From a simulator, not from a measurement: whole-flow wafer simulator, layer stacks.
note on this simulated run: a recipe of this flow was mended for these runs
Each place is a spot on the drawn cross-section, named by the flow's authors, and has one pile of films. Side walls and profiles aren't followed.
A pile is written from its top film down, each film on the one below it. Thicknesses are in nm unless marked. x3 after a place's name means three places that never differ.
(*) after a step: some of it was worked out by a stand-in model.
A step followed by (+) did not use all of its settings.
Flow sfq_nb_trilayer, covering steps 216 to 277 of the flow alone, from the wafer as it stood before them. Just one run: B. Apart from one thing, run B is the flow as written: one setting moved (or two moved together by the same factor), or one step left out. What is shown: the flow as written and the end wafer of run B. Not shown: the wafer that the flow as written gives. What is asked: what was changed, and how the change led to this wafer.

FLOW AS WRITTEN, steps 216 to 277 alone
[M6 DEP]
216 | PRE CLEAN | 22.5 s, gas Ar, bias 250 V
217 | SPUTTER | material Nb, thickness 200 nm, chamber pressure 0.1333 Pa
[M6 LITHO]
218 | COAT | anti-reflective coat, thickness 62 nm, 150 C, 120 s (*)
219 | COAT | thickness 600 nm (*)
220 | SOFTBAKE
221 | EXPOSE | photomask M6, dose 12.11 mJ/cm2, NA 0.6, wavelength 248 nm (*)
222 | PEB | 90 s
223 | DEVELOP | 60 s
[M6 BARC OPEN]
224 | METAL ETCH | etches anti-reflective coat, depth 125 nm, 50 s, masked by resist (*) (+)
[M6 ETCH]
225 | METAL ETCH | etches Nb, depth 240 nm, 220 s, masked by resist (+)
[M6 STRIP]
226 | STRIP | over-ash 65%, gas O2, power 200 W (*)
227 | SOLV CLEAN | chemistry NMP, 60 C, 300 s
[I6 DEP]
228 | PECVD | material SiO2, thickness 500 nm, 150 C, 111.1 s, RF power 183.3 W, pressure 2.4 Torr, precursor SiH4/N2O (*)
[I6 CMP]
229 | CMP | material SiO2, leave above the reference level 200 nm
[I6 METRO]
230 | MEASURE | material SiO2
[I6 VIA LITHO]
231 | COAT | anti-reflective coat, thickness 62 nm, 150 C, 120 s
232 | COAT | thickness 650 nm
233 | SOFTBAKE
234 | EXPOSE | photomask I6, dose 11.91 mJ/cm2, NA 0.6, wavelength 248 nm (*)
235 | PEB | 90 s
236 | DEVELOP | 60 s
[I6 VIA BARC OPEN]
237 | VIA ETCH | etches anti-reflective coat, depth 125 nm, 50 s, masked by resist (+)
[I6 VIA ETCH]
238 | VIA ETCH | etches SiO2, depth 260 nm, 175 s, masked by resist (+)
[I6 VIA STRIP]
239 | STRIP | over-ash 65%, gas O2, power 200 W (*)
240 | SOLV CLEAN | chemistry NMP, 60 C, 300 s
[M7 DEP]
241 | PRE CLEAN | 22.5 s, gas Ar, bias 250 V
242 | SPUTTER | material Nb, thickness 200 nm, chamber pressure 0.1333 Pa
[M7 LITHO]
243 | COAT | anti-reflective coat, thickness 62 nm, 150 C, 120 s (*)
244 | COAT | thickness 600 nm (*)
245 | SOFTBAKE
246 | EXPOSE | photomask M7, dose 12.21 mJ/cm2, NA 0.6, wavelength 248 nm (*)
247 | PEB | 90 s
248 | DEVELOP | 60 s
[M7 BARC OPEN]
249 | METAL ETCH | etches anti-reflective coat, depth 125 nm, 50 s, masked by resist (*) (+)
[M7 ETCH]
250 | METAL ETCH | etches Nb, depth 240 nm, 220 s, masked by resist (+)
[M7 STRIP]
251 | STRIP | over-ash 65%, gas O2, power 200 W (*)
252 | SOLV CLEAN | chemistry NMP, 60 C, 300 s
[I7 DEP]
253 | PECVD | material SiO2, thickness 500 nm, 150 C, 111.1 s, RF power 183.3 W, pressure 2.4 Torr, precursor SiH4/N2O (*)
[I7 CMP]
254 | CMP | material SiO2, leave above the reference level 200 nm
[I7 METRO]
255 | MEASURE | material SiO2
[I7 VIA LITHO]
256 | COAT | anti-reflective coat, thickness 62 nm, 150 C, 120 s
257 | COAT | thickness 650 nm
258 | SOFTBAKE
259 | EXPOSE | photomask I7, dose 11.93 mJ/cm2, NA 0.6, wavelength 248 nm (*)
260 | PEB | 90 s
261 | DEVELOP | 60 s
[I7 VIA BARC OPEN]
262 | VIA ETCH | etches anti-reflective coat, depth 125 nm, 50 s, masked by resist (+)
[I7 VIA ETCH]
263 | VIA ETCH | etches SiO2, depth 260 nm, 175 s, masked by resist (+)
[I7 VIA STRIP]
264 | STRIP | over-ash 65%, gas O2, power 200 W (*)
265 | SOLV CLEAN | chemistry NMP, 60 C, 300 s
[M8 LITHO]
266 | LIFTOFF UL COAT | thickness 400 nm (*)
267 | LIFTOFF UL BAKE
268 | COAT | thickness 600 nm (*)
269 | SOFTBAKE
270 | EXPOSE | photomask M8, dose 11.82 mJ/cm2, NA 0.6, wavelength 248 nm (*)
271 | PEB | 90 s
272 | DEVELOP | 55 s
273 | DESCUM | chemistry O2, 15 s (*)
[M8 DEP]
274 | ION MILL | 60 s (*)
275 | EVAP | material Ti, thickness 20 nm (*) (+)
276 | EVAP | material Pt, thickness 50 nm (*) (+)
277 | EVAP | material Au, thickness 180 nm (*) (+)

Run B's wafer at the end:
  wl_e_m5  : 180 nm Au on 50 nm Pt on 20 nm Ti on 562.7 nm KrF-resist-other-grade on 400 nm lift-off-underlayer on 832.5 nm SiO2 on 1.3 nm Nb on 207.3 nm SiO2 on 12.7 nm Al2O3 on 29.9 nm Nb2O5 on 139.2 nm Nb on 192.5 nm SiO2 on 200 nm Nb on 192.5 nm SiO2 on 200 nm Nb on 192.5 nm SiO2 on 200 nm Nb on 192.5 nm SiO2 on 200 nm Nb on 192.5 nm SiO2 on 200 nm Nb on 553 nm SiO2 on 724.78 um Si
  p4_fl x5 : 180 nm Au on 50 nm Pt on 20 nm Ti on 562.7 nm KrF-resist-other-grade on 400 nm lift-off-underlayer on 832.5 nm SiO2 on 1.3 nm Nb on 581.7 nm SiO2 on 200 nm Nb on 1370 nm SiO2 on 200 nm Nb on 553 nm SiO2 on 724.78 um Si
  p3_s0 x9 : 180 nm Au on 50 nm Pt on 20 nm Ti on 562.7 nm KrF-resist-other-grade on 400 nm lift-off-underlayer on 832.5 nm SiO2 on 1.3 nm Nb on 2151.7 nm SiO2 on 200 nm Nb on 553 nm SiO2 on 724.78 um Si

The reason: step 217, SPUTTER: thickness 241.3 nm was run, whereas the flow has thickness 200 nm.

The path from the change to this, step by step:
  217 | SPUTTER | material Nb, thickness 200 nm, chamber pressure 0.1333 Pa
      field_l, v_sur, via_wl and 100 more: +241.3 Nb (new film) (it would be, as written: +200 Nb (new film))
      be: +175.3 Nb (it would be, as written: +145.8 Nb)
      (and at 2 other places as well)
  218 | COAT | anti-reflective coat, thickness 62 nm, 150 C, 120 s (*)
      wire: +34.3 anti-reflective coat (new film) (it would be, as written: +33.4 anti-reflective coat (new film))
      be: +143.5 anti-reflective coat (new film) (it would be, as written: +139.6 anti-reflective coat (new film))
      (and at 1 other place as well)
  225 | METAL ETCH | etches Nb, depth 240 nm, 220 s, masked by resist (+)
      field_l, gap, moat and 76 more: -240 Nb (it would be, as written: -200 Nb (all of it), -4 SiO2)
  226 | STRIP | over-ash 65%, gas O2, power 200 W (*)
      wire: -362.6 KrF-resist-other-grade (all of it), -34.3 anti-reflective coat (all of it) (it would be, as written: -363.9 KrF-resist-other-grade (all of it), -33.4 anti-reflective coat (all of it))
      be: -566.3 KrF-resist-other-grade (all of it), -143.5 anti-reflective coat (all of it) (it would be, as written: -559.4 KrF-resist-other-grade (all of it), -139.6 anti-reflective coat (all of it))
      (and at 1 other place as well)
  228 | PECVD | material SiO2, thickness 500 nm, 150 C, 111.1 s, RF power 183.3 W, pressure 2.4 Torr, precursor SiH4/N2O (*)
      field_l, p4_fl x5, p4_w1 x9 and 50 more: +500 SiO2 (new film) (it would be, as written: +500 SiO2)
      moat, field_r, lsp_l, ln_m5, lsp_m: +492.3 SiO2 (new film) (it would be, as written: +493.5 SiO2)
      (and at 10 other places as well)
  229 | CMP | material SiO2, leave above the reference level 200 nm
      field_l, p4_fl x5, p4_w1 x9 and 47 more: -60 SiO2 (it would be, as written: -96 SiO2)
      moat, field_r, lsp_l, ln_m5, lsp_m: -52.3 SiO2 (it would be, as written: -89.5 SiO2)
      (and at 9 other places as well)
With metal films that touch counted as one body, wl_e_m5 has 8 bodies (between them, from the top down: KrF-resist-other-grade 562.7 / lift-off-underlayer 400 / SiO2 832.5; SiO2 207.3 / Al2O3 12.7 / Nb2O5 29.9; SiO2 192.5; SiO2 192.5; SiO2 192.5; SiO2 192.5; SiO2 192.5); the flow as written gives 7 bodies (between them, from the top down: KrF-resist-other-grade 562.7 / lift-off-underlayer 400 / SiO2 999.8 / Al2O3 12.7 / Nb2O5 29.9; SiO2 192.5; SiO2 192.5; SiO2 192.5; SiO2 192.5; SiO2 192.5).
With metal films that touch counted as one body, p4_fl x5 has 4 bodies (between them, from the top down: KrF-resist-other-grade 562.7 / lift-off-underlayer 400 / SiO2 832.5; SiO2 581.7; SiO2 1370); the flow as written gives 3 bodies (between them, from the top down: KrF-resist-other-grade 562.7 / lift-off-underlayer 400 / SiO2 1374.2; SiO2 1370).
With metal films that touch counted as one body, p3_s0 x9 has 3 bodies (between them, from the top down: KrF-resist-other-grade 562.7 / lift-off-underlayer 400 / SiO2 832.5; SiO2 2151.7); the flow as written gives 2 bodies (between them, from the top down: KrF-resist-other-grade 562.7 / lift-off-underlayer 400 / SiO2 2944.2).
